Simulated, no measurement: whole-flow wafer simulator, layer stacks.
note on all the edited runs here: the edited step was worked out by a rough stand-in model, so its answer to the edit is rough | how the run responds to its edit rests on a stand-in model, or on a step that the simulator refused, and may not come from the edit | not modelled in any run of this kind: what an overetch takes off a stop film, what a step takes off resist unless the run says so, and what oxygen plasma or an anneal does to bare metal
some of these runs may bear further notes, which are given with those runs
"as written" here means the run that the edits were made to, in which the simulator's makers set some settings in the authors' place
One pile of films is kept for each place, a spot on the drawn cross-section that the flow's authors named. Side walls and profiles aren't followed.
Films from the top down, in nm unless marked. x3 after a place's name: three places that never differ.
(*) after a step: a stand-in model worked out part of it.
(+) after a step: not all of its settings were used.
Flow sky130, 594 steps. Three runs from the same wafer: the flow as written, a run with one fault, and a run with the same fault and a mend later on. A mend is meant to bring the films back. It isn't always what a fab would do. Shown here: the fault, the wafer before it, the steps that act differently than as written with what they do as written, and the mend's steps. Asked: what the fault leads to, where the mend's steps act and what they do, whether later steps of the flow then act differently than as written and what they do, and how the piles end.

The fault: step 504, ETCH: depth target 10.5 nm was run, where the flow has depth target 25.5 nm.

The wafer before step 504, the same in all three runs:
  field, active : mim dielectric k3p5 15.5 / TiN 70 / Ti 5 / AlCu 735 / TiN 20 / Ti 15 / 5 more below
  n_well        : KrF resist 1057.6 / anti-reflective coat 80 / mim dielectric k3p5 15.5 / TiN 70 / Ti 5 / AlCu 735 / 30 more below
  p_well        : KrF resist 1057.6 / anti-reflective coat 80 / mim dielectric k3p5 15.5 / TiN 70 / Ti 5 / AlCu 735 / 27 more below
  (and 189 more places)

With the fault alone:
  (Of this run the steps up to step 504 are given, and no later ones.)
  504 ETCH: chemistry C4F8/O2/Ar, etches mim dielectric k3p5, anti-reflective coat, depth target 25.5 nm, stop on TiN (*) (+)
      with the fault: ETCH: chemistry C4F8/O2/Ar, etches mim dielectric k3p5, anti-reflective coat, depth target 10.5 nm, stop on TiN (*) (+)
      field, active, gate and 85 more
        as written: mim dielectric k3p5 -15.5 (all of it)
        with the fault: mim dielectric k3p5 -10.5
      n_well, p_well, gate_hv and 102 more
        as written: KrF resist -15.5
        with the fault: KrF resist -7
  After step 504 the piles differ from the flow's by more than 2% or 0.5 nm, whichever is larger, at field, active, gate and 85 more.
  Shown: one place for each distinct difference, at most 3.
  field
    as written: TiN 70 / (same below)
    with the fault: mim dielectric k3p5 5 / TiN 70 / (same below)

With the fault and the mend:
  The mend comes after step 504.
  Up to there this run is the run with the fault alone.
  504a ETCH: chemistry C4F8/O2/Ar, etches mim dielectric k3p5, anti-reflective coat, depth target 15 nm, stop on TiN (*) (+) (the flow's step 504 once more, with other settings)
      n_well, p_well, gate_hv and 102 more
        KrF resist -5
      field, active, gate and 85 more
        mim dielectric k3p5 -5 (all of it)
  No later step of the flow acts differently than as written, at any place that is followed, by more than 2% or 0.5 nm, whichever is larger.
  At the end the piles are the same as the flow's at every place that both follow.
